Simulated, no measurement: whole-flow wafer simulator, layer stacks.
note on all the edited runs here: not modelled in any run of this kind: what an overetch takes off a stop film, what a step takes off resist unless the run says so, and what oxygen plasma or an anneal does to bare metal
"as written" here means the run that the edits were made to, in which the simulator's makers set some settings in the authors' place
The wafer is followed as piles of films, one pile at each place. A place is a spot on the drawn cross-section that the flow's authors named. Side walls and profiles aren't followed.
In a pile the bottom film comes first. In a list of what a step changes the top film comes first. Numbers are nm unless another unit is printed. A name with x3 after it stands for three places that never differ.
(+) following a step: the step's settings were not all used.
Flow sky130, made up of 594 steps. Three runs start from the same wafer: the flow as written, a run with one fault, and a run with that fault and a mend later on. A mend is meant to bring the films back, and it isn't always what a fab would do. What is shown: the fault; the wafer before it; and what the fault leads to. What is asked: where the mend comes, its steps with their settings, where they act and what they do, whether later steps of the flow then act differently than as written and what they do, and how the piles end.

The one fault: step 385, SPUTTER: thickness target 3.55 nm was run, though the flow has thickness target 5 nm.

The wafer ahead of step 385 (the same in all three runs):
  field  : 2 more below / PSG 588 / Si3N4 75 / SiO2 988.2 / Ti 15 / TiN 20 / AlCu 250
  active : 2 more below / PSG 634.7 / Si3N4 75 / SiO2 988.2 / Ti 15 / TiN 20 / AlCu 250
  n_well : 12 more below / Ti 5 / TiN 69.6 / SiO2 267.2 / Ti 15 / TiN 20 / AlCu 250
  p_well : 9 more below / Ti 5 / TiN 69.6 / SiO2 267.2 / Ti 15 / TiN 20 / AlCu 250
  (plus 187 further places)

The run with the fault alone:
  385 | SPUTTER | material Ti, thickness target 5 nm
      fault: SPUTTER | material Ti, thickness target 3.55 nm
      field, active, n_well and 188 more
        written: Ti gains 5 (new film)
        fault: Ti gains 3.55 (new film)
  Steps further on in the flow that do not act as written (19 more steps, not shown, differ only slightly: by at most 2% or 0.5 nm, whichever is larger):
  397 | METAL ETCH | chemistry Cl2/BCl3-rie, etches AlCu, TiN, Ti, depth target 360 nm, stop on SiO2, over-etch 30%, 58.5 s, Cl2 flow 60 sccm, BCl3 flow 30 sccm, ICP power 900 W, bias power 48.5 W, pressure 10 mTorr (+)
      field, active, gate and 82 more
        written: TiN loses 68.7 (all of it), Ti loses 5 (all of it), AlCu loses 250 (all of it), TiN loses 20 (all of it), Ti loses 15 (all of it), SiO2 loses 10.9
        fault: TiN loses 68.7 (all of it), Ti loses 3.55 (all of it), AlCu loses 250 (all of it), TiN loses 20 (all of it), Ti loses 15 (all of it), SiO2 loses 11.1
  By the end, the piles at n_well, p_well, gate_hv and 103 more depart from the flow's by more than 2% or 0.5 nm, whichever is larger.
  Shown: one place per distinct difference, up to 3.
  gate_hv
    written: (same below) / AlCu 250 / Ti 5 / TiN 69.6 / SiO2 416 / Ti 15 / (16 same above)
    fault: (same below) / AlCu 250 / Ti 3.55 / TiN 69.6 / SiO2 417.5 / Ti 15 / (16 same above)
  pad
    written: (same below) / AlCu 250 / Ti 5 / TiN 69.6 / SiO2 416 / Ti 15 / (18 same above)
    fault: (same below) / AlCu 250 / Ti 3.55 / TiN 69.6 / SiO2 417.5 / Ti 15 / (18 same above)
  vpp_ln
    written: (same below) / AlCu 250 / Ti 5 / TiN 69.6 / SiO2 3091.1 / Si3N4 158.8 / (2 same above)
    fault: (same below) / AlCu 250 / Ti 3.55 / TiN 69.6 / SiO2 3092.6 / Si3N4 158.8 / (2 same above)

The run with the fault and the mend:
  After step 385 comes the mend.
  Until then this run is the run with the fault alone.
  385a | SPUTTER | material Ti, thickness target 1.45 nm (the flow's step 385 again, with other settings)
      field, active, n_well and 188 more
        Ti gains 1.45
  Later steps of the flow that are run all act as written at every place that is followed.
  By the end, the piles equal the flow's at every place that both follow.
